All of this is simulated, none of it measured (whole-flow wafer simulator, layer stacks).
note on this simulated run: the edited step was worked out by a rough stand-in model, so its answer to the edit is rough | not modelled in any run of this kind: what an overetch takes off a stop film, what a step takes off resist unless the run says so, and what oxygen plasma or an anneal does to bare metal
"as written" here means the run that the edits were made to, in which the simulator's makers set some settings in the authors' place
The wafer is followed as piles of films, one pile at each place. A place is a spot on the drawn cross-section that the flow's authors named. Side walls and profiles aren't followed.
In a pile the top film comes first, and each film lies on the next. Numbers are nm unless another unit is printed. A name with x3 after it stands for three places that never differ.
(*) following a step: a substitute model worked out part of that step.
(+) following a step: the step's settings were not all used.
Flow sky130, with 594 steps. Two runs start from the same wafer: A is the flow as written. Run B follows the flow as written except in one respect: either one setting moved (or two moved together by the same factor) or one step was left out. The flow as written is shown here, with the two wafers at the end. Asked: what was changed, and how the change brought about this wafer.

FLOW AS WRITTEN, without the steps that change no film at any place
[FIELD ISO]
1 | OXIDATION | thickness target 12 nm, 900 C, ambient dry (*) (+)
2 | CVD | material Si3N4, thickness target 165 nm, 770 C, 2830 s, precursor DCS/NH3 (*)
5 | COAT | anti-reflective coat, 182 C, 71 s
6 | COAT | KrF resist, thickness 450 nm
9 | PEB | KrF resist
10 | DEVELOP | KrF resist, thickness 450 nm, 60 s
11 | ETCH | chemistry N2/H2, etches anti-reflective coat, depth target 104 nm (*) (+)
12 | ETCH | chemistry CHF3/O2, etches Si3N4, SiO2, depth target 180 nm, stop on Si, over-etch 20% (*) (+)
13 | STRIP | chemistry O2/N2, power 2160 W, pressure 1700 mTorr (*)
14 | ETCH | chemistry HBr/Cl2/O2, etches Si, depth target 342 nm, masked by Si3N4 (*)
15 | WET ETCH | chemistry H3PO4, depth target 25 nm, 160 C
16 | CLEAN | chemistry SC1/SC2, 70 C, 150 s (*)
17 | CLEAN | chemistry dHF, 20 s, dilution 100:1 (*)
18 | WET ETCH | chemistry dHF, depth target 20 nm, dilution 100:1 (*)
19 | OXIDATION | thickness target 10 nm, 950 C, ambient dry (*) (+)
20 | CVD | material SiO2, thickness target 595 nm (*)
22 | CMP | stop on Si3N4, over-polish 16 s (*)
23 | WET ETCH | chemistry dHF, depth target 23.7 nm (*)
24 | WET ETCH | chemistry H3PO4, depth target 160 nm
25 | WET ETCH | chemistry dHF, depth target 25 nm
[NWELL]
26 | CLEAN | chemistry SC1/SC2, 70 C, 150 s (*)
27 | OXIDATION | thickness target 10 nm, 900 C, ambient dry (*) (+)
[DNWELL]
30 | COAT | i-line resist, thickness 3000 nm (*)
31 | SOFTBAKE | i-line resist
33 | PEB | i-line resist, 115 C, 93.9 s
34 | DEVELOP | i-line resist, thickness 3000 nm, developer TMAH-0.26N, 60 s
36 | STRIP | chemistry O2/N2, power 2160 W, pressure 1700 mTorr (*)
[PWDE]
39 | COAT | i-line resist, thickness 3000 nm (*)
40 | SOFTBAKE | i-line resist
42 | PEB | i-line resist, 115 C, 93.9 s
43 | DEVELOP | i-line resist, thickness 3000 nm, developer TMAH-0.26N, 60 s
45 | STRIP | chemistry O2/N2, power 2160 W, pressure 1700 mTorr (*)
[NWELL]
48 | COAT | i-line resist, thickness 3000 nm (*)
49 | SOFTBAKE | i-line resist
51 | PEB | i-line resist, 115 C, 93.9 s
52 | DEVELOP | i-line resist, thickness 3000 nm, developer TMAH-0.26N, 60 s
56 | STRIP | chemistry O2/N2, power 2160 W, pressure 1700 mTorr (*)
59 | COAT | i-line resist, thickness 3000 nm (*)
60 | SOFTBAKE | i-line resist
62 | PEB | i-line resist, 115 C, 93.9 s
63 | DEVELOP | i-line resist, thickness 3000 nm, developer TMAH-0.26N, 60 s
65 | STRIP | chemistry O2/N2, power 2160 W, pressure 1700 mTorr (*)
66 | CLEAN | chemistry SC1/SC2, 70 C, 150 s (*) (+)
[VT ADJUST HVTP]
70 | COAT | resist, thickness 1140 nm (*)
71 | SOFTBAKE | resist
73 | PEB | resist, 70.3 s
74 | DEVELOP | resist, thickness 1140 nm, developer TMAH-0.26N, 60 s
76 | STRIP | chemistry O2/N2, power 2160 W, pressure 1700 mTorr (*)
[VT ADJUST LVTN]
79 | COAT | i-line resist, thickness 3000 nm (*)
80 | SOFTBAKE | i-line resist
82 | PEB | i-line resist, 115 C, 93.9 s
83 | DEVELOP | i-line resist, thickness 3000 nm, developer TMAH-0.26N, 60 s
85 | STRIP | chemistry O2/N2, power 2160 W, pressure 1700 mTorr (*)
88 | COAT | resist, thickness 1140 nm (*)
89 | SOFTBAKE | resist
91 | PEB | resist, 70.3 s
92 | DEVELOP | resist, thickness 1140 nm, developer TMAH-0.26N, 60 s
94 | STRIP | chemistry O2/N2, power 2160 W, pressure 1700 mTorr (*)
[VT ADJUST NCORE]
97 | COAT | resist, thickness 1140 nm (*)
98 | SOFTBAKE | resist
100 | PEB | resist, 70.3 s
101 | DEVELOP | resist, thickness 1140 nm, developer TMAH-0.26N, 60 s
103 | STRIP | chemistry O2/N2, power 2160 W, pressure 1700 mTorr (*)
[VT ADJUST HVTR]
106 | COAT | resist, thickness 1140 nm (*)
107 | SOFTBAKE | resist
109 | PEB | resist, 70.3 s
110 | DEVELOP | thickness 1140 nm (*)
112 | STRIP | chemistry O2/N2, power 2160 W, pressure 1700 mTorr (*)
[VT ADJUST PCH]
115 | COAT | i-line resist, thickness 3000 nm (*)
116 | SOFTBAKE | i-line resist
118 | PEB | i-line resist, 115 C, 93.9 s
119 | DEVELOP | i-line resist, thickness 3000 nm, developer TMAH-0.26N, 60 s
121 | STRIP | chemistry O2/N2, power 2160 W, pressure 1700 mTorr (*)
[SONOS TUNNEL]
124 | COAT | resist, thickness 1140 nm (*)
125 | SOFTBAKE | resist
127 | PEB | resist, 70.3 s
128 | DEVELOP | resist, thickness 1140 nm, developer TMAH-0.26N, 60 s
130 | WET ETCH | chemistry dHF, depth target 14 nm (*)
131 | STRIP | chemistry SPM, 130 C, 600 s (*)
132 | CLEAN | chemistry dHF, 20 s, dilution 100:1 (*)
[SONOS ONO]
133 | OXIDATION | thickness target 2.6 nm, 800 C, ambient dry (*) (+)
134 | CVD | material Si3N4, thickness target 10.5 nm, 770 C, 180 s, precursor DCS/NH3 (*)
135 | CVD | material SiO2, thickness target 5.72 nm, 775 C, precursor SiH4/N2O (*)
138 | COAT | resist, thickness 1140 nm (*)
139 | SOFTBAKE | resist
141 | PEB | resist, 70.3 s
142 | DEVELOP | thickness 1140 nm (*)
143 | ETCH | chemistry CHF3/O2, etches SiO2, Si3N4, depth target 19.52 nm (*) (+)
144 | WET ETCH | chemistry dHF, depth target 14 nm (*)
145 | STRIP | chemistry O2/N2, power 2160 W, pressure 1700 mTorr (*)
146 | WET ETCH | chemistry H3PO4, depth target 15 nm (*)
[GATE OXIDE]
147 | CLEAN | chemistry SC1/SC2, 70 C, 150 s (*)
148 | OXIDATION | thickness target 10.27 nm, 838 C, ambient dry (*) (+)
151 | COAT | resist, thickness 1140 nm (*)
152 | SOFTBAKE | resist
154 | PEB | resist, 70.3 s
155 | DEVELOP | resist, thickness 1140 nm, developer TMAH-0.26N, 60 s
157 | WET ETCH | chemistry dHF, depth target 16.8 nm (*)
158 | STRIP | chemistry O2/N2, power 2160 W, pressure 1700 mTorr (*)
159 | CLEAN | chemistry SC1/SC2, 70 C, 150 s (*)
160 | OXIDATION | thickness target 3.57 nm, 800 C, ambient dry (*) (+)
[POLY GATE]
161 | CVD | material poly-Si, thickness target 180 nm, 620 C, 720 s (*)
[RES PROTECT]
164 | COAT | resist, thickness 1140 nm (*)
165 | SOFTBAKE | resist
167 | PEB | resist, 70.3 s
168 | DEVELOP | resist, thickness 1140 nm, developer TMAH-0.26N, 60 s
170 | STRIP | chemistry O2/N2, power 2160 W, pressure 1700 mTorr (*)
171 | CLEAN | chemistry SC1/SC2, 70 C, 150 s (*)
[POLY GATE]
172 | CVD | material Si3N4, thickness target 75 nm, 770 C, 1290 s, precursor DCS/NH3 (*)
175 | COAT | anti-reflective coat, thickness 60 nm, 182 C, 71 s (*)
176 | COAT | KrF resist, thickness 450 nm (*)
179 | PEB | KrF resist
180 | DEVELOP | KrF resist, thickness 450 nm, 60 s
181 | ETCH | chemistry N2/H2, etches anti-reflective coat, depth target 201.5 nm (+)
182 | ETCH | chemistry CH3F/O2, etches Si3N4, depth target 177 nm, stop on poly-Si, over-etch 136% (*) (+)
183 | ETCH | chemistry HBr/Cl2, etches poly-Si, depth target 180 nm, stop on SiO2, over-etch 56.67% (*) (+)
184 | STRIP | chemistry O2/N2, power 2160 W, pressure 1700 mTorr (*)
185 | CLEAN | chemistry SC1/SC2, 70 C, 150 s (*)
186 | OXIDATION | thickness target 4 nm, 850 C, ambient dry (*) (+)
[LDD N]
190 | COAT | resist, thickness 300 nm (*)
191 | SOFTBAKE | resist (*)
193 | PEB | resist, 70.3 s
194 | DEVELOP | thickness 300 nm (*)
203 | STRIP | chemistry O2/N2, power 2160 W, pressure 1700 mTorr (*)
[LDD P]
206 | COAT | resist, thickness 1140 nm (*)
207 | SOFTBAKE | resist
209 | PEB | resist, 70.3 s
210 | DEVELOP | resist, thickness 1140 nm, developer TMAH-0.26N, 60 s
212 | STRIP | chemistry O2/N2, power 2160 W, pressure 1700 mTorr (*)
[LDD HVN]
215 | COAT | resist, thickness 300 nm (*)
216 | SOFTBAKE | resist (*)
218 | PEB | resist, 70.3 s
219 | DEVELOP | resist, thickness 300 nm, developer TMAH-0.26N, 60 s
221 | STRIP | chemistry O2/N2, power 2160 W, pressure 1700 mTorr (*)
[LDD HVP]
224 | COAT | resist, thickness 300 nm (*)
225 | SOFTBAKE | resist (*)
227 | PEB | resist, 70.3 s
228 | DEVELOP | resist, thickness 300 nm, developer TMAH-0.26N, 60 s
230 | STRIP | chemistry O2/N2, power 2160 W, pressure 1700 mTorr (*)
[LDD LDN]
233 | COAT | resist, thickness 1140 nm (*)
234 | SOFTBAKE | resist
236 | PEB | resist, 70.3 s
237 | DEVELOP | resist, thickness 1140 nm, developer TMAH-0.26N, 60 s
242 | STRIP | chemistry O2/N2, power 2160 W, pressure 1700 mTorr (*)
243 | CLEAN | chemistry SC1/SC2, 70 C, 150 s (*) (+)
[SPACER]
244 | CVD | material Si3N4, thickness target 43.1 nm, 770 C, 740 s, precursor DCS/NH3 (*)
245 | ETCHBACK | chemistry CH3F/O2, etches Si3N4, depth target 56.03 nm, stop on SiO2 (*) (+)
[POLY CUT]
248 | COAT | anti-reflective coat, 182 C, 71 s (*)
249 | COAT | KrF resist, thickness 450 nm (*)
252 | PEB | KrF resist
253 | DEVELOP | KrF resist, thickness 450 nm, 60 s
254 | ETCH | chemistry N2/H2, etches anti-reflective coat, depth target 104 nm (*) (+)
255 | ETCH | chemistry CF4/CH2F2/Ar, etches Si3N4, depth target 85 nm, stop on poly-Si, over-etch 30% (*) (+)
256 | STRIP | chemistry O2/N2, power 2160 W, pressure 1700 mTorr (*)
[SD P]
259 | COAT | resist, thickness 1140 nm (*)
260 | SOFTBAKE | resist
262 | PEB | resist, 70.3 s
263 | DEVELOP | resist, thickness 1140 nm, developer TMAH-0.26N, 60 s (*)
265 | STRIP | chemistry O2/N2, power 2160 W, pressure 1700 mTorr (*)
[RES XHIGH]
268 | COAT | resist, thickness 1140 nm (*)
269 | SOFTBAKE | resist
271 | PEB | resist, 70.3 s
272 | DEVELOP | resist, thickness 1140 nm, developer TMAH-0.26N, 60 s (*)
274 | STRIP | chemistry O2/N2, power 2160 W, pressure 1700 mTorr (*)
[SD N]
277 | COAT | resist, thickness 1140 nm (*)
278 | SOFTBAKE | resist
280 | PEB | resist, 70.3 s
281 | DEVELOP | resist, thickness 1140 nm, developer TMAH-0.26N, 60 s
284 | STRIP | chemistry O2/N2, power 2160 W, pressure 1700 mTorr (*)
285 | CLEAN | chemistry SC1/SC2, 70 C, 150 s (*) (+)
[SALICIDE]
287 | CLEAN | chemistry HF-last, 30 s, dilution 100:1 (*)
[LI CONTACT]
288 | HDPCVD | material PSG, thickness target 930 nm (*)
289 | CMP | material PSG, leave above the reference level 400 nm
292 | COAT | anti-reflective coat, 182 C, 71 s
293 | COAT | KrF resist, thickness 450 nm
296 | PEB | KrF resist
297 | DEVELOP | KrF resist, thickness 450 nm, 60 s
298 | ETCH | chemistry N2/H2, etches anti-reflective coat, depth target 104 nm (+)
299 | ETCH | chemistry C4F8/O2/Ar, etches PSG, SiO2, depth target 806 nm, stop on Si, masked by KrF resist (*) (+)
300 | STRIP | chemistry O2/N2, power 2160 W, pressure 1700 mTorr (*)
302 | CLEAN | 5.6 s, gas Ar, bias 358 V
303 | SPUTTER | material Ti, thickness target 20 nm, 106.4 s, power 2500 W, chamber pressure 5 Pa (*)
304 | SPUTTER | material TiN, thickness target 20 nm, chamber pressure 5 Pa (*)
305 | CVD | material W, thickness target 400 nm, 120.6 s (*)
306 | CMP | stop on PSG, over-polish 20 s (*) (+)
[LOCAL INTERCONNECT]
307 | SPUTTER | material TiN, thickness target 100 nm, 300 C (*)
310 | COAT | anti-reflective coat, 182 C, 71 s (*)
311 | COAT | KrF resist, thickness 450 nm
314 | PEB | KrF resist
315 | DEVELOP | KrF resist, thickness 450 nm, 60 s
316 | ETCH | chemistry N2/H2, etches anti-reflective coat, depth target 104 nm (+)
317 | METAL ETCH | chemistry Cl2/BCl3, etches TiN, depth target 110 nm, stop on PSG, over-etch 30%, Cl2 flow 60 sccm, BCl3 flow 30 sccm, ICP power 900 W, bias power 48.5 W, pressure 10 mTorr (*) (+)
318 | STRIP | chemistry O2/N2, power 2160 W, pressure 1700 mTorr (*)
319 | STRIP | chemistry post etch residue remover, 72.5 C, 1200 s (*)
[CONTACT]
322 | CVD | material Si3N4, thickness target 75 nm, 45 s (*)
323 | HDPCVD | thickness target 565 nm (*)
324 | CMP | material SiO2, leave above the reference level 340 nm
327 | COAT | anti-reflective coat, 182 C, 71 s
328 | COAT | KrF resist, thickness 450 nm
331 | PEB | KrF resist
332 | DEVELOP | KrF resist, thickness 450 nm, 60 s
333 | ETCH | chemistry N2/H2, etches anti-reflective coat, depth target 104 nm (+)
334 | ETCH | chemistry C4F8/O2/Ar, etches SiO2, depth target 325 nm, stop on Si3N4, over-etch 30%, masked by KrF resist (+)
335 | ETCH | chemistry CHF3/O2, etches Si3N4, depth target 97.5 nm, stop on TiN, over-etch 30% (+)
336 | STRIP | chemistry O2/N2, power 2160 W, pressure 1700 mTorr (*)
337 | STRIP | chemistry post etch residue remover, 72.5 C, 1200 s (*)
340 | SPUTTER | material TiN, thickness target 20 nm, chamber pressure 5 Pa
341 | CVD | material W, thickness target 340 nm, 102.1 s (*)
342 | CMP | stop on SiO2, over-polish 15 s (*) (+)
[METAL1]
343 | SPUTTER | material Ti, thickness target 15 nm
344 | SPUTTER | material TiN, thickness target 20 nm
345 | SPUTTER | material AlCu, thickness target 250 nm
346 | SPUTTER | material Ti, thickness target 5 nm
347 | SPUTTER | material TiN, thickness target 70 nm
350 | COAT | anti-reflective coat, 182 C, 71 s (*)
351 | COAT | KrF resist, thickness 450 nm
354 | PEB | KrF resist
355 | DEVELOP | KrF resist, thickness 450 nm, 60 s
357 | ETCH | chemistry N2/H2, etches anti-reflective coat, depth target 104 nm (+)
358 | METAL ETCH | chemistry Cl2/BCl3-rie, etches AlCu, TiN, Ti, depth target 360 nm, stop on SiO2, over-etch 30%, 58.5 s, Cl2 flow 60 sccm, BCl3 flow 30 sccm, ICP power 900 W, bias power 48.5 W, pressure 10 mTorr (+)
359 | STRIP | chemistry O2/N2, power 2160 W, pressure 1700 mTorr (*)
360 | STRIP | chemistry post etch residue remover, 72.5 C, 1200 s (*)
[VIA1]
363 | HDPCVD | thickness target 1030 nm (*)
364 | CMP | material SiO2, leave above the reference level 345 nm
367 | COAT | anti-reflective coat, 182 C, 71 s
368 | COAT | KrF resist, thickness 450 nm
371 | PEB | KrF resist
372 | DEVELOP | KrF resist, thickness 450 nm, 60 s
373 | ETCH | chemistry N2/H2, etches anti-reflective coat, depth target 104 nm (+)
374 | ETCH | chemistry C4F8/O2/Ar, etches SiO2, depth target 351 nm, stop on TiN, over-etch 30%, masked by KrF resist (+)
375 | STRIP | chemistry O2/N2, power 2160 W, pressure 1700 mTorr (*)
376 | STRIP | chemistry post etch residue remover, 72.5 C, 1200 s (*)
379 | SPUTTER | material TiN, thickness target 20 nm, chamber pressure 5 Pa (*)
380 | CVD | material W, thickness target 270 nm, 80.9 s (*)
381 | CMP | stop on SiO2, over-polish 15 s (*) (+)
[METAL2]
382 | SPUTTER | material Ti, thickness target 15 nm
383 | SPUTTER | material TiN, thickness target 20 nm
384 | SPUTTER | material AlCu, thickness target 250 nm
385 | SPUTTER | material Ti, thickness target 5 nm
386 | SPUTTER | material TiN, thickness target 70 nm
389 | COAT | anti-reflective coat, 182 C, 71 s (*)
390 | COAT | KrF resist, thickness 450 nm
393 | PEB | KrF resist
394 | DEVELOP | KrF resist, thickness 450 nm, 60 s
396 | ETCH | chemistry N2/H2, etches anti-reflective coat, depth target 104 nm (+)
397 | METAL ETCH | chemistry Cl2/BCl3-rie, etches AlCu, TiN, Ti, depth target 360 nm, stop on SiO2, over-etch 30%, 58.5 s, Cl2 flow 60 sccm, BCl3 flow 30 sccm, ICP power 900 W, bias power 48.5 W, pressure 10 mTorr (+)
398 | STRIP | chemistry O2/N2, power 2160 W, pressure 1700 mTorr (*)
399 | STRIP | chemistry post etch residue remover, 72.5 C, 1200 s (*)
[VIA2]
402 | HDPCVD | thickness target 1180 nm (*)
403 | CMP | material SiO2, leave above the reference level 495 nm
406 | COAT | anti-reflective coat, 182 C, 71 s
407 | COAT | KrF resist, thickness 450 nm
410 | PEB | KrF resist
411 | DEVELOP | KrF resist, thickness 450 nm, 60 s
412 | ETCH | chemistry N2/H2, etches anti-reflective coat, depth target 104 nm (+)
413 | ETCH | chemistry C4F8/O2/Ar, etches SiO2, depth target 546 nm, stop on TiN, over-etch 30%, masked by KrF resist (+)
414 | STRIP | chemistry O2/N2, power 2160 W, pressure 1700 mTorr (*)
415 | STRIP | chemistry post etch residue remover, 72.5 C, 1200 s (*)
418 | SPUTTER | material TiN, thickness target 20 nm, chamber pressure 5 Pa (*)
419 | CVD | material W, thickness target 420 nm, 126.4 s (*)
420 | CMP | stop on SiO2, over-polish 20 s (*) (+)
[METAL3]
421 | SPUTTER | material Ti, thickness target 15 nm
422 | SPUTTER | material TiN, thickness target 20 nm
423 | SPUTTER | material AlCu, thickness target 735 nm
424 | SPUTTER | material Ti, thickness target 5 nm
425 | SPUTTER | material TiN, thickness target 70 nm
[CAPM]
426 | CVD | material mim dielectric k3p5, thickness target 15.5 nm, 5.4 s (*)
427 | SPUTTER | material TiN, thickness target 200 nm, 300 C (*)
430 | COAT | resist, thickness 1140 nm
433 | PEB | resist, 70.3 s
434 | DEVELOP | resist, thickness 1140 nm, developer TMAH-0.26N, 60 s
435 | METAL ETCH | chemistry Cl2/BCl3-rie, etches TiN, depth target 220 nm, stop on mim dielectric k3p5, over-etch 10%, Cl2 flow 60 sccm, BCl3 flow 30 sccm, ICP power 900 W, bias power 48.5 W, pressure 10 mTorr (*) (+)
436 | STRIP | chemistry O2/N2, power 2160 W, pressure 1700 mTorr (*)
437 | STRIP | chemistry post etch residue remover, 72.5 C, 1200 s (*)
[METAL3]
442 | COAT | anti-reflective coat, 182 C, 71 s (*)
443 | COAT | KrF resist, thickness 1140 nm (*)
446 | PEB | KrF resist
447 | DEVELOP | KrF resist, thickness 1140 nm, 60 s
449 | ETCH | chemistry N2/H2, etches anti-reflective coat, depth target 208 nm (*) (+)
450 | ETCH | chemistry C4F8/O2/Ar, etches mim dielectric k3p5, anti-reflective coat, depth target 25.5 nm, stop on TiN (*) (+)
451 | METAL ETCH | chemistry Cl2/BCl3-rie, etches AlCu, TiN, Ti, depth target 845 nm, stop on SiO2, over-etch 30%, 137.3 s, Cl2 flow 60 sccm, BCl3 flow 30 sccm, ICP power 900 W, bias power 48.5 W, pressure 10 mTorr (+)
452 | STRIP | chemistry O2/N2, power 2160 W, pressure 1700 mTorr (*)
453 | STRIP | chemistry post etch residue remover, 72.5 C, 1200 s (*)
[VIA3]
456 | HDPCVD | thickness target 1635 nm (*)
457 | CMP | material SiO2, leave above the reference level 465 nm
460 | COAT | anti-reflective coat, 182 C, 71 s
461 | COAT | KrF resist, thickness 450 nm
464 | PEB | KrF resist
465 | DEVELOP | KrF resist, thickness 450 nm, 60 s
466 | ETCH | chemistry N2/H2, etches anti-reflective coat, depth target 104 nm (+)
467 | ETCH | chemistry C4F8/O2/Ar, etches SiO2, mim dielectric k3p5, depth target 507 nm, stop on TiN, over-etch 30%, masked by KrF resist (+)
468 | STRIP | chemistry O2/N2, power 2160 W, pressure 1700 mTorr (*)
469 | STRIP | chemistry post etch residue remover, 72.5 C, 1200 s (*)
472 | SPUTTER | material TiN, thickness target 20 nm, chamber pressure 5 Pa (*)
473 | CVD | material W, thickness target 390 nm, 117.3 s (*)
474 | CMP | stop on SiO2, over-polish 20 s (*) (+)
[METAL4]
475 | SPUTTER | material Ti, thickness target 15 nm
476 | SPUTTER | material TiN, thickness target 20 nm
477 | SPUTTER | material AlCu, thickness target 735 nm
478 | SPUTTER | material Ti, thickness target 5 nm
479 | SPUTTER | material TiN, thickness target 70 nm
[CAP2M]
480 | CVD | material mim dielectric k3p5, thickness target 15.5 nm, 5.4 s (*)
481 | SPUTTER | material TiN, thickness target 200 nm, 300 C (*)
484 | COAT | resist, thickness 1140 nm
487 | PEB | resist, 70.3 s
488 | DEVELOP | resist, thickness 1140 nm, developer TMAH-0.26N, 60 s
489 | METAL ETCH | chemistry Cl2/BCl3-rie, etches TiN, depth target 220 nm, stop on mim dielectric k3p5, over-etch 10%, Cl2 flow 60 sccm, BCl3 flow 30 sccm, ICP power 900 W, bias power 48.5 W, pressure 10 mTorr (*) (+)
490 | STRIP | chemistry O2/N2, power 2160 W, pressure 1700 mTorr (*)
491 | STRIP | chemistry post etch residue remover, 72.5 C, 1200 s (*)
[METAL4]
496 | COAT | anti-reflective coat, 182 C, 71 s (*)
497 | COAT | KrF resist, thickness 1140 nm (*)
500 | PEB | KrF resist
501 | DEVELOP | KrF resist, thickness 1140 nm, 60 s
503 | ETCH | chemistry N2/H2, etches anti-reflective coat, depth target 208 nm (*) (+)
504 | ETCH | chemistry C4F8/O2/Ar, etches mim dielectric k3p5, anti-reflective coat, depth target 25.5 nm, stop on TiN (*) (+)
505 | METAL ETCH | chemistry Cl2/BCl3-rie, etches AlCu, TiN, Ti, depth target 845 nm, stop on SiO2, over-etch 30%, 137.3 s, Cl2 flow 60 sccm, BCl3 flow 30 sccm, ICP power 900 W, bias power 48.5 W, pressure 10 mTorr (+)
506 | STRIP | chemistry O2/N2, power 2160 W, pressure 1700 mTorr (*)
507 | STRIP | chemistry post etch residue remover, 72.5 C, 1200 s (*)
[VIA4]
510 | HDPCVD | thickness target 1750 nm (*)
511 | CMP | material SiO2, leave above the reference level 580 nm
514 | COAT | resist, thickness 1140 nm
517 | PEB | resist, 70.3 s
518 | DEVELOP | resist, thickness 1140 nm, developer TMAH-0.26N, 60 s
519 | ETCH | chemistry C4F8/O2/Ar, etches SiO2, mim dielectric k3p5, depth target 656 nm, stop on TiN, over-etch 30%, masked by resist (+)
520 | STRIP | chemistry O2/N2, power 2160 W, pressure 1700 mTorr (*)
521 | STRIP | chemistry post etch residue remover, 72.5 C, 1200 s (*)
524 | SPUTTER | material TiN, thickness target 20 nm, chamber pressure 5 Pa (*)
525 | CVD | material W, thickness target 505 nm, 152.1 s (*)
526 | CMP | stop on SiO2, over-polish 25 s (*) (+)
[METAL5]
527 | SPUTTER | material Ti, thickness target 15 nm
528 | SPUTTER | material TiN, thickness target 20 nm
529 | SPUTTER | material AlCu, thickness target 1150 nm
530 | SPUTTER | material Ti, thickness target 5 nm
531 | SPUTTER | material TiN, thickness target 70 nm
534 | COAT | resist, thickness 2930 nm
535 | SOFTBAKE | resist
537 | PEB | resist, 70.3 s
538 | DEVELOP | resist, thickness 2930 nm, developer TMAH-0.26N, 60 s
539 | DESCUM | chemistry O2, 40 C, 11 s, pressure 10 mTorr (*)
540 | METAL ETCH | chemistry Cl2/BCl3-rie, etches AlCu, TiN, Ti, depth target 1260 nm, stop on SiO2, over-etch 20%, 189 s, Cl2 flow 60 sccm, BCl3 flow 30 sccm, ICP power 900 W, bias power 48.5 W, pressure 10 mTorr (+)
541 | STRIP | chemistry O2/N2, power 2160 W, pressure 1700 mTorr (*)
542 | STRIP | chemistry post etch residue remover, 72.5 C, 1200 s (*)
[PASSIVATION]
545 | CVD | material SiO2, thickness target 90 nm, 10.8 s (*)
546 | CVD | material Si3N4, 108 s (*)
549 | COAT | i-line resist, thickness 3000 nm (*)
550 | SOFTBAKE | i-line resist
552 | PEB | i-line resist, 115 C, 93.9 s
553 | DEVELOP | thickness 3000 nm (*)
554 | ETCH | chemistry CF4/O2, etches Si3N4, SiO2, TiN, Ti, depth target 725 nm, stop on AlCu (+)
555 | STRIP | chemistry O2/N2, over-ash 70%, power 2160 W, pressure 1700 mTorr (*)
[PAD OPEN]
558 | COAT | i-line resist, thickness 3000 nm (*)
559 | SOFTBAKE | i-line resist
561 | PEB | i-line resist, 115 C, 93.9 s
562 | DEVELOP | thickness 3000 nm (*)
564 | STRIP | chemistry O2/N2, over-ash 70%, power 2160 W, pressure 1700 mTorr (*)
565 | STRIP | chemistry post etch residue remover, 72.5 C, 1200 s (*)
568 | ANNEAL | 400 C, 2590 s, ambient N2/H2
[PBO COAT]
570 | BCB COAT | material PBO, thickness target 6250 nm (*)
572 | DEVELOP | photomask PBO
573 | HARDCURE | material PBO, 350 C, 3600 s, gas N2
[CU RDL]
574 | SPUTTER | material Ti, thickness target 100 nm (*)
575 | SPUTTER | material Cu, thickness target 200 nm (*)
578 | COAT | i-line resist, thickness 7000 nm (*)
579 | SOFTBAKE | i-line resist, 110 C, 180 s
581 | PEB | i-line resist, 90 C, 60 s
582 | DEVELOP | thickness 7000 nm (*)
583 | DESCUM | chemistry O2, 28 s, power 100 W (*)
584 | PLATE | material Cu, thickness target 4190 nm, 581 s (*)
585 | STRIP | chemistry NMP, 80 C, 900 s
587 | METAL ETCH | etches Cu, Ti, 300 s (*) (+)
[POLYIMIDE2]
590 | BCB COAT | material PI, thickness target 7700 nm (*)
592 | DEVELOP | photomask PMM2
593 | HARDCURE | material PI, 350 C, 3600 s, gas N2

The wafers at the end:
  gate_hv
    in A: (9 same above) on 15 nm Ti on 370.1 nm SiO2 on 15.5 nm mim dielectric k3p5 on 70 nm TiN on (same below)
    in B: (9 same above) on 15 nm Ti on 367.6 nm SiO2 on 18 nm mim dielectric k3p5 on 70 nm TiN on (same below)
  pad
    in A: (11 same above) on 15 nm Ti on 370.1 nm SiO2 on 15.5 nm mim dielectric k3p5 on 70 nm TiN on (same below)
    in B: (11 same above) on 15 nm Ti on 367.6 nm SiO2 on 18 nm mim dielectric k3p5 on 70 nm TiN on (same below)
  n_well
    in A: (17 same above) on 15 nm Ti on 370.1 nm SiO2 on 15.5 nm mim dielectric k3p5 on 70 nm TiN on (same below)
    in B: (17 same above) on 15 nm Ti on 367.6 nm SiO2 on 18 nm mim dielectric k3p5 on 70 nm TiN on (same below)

What caused this: step 426, CVD: thickness target 18 nm was run, though the flow has thickness target 15.5 nm; step 426, CVD: 6.26 s was run, where the flow has 5.4 s.
The wafer lets one read it off: gate_hv has mim dielectric k3p5 18, and step 426 as written asks for 15.5 nm.

Step by step, how the change led to this:
  426 | CVD | material mim dielectric k3p5, thickness target 15.5 nm, 5.4 s (*)
      field, active, n_well and 188 more: A +15.5 mim dielectric k3p5 (new film) | B +18 mim dielectric k3p5 (new film)
  450 | ETCH | chemistry C4F8/O2/Ar, etches mim dielectric k3p5, anti-reflective coat, depth target 25.5 nm, stop on TiN (*) (+)
      n_well, p_well, gate_hv and 104 more: A -15.5 KrF resist | B -17 KrF resist
      field, active, gate and 82 more: A -15.5 mim dielectric k3p5 (all of it) | B -18 mim dielectric k3p5 (all of it)
  467 | ETCH | chemistry C4F8/O2/Ar, etches SiO2, mim dielectric k3p5, depth target 507 nm, stop on TiN, over-etch 30%, masked by KrF resist (+)
      m1: A -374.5 SiO2 (all of it), -15.5 mim dielectric k3p5 (all of it) | B -372 SiO2 (all of it), -18 mim dielectric k3p5 (all of it)
      via3_hole: A -373.9 SiO2 (all of it), -15.5 mim dielectric k3p5 (all of it) | B -371.4 SiO2 (all of it), -18 mim dielectric k3p5 (all of it)
